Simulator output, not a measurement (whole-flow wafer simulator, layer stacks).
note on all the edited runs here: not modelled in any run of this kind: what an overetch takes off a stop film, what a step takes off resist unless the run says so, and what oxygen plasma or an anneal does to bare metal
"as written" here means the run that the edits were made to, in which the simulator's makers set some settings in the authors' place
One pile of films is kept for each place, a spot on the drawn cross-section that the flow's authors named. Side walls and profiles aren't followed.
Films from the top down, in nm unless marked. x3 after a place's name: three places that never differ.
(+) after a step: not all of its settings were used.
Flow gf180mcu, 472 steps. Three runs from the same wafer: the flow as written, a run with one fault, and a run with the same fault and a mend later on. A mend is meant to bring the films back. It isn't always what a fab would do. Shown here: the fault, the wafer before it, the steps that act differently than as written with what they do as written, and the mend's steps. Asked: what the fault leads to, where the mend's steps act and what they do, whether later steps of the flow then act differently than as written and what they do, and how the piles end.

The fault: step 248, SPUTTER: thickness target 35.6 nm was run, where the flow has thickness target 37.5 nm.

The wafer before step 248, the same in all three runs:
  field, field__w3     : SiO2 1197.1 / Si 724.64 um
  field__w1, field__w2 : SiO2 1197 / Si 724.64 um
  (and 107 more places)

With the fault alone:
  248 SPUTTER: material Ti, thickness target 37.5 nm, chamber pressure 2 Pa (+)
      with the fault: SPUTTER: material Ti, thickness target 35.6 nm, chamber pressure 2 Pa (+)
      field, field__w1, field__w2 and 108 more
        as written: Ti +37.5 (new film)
        with the fault: Ti +35.6 (new film)
  Later steps of the flow that act differently than as written (1 more step differs only slightly, by at most 2% or 0.5 nm, whichever is larger, and isn't shown):
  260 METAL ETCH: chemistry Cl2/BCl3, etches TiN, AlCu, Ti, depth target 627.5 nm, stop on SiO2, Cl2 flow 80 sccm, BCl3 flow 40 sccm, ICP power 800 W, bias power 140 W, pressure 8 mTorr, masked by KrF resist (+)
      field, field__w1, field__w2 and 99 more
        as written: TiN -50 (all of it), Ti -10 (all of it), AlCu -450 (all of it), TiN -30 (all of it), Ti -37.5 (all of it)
        with the fault: TiN -50 (all of it), Ti -10 (all of it), AlCu -450 (all of it), TiN -30 (all of it), Ti -35.6 (all of it)
  At the end the piles differ from the flow's by more than 2% or 0.5 nm, whichever is larger, at field__w8, contact, m1 and 6 more.
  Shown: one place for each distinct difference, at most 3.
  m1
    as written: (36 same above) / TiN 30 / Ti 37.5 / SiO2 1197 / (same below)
    with the fault: (36 same above) / TiN 30 / Ti 35.6 / SiO2 1197 / (same below)
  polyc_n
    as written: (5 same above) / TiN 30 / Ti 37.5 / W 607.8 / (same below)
    with the fault: (5 same above) / TiN 30 / Ti 35.6 / W 607.8 / (same below)
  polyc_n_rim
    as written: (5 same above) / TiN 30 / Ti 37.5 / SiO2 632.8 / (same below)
    with the fault: (5 same above) / TiN 30 / Ti 35.6 / SiO2 632.8 / (same below)

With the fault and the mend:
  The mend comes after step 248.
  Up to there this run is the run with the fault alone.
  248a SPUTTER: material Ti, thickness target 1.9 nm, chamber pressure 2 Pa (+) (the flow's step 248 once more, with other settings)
      field, field__w1, field__w2 and 108 more
        Ti +1.9
  No later step of the flow acts differently than as written at any place that is followed.
  At the end the piles are the same as the flow's at every place that both follow.
